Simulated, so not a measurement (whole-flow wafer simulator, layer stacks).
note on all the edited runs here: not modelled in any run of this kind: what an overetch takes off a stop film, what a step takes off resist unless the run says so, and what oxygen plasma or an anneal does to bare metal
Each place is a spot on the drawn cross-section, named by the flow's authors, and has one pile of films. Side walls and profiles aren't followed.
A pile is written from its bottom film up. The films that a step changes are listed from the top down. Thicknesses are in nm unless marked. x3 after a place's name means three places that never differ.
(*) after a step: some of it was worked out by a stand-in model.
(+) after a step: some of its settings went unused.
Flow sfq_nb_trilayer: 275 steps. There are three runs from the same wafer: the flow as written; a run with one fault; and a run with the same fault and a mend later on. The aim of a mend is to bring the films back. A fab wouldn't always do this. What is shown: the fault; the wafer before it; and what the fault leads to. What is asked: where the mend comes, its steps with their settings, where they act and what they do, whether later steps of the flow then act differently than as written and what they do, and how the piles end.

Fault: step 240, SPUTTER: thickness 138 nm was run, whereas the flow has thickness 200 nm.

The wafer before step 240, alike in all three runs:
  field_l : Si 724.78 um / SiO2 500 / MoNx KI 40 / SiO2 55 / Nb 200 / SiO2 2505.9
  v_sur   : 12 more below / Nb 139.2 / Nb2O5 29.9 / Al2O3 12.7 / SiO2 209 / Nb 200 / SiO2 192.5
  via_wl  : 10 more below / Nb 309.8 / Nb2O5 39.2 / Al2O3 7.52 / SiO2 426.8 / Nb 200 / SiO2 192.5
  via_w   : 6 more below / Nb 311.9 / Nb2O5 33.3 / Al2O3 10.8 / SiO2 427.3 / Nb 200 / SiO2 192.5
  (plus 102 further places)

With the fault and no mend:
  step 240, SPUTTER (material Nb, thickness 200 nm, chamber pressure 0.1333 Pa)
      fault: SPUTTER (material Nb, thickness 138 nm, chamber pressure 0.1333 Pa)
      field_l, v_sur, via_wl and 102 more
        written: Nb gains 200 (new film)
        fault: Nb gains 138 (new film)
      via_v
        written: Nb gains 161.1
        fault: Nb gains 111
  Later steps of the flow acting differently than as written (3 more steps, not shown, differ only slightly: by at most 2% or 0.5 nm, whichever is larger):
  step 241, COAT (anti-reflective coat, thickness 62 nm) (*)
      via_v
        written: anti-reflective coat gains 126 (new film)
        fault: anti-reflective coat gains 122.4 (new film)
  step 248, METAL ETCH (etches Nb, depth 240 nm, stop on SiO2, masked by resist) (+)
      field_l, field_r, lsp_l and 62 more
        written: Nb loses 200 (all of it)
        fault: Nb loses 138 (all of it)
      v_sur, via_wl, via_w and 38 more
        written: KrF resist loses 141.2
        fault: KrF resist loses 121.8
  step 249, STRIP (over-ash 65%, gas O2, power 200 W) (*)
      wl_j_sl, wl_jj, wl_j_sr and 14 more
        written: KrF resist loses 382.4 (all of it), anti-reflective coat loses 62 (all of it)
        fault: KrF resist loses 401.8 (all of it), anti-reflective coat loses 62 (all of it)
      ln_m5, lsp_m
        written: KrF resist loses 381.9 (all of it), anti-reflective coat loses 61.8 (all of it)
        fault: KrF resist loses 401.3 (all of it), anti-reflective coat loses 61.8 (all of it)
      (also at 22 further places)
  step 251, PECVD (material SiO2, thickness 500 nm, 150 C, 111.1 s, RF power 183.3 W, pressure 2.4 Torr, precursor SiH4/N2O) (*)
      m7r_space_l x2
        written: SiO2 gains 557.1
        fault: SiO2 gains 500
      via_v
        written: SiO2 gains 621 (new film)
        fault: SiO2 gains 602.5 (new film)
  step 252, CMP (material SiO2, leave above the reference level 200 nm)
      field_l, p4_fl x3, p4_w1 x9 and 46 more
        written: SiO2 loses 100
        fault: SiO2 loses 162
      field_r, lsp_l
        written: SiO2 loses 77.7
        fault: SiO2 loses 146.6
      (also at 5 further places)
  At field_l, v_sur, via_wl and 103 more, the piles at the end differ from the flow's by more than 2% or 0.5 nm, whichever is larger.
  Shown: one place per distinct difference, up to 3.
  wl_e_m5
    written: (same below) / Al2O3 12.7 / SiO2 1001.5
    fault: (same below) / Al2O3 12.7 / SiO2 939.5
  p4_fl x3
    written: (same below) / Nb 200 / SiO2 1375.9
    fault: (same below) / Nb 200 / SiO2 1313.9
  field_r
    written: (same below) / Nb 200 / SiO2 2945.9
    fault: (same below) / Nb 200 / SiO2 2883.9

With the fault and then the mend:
  After step 240 comes the mend.
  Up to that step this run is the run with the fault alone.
  step 240a, SPUTTER (material Nb, thickness 62 nm, chamber pressure 0.1333 Pa) (the flow's step 240, run once more with other settings)
      field_l, v_sur, via_wl and 102 more
        Nb gains 62
      via_v
        Nb gains 46.5
  Every later step of the flow that is run acts as written, at every place that is followed, to within 2% or 0.5 nm, whichever is larger.
  The piles end only slightly different from the flow's at the places that both follow, by no more than 2% or 0.5 nm, whichever is larger.
